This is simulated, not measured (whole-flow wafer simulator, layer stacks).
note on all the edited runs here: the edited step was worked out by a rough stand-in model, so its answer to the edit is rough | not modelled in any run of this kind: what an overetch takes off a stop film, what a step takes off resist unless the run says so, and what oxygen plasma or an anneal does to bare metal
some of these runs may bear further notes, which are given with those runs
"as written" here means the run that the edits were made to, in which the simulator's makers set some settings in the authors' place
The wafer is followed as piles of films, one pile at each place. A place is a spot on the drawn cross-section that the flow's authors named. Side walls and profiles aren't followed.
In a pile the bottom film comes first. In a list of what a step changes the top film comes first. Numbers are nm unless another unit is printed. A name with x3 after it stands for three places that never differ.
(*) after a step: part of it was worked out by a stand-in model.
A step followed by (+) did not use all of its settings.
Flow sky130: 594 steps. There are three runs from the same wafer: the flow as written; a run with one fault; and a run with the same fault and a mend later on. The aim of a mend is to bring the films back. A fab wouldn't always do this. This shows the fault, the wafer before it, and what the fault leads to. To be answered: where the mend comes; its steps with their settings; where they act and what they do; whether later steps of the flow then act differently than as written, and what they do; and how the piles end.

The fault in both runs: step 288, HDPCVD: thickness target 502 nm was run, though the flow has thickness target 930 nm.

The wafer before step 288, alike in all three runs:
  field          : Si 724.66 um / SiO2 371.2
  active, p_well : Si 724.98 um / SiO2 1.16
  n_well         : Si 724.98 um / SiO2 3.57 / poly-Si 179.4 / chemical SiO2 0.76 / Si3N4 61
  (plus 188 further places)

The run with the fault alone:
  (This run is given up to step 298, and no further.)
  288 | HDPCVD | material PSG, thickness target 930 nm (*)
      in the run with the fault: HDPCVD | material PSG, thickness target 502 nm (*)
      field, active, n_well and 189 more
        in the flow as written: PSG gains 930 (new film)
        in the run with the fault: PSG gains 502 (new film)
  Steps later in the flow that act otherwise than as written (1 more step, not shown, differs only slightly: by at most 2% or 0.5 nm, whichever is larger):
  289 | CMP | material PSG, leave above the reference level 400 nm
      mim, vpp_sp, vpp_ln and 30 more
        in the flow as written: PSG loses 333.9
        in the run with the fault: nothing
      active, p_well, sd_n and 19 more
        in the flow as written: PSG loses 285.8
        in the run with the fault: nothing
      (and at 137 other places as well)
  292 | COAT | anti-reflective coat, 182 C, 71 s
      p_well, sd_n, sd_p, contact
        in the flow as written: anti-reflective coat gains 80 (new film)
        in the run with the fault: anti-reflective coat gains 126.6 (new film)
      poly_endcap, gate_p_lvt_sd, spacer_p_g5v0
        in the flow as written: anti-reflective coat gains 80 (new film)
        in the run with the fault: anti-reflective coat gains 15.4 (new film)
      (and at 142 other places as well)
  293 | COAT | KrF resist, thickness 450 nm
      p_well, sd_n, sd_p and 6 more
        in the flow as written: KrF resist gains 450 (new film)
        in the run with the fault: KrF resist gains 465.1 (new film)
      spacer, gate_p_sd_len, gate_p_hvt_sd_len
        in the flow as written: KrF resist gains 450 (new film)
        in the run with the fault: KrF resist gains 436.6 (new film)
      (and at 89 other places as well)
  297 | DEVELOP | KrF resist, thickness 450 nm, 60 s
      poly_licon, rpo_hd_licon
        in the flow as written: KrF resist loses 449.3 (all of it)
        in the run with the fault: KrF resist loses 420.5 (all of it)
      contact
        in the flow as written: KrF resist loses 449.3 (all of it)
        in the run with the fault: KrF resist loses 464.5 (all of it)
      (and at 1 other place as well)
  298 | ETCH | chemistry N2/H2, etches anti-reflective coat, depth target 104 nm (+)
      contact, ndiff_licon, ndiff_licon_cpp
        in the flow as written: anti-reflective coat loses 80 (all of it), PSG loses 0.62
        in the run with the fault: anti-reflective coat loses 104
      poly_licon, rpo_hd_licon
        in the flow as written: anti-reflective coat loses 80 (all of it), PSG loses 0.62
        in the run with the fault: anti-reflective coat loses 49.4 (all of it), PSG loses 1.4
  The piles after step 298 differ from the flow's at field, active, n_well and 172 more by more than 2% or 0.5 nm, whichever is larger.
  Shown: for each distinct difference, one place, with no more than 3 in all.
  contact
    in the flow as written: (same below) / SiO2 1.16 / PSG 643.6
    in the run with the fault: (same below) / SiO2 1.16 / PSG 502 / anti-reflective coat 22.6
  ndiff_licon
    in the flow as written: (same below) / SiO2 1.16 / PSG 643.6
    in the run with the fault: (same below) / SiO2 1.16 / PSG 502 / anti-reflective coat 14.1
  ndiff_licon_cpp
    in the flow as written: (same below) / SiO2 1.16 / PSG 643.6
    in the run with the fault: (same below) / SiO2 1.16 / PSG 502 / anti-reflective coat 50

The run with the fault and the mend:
  After step 288 comes the mend.
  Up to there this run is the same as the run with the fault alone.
  288a | HDPCVD | material PSG, thickness target 428 nm (*) (a further turn of the flow's step 288, with different settings)
      field, active, n_well and 189 more
        PSG gains 428
  Every later step of the flow that is run acts as written, at every place that is followed, to within 2% or 0.5 nm, whichever is larger.
  At the end the piles are close to the flow's at the places that both follow, differing by at most 2% or 0.5 nm, whichever is larger.
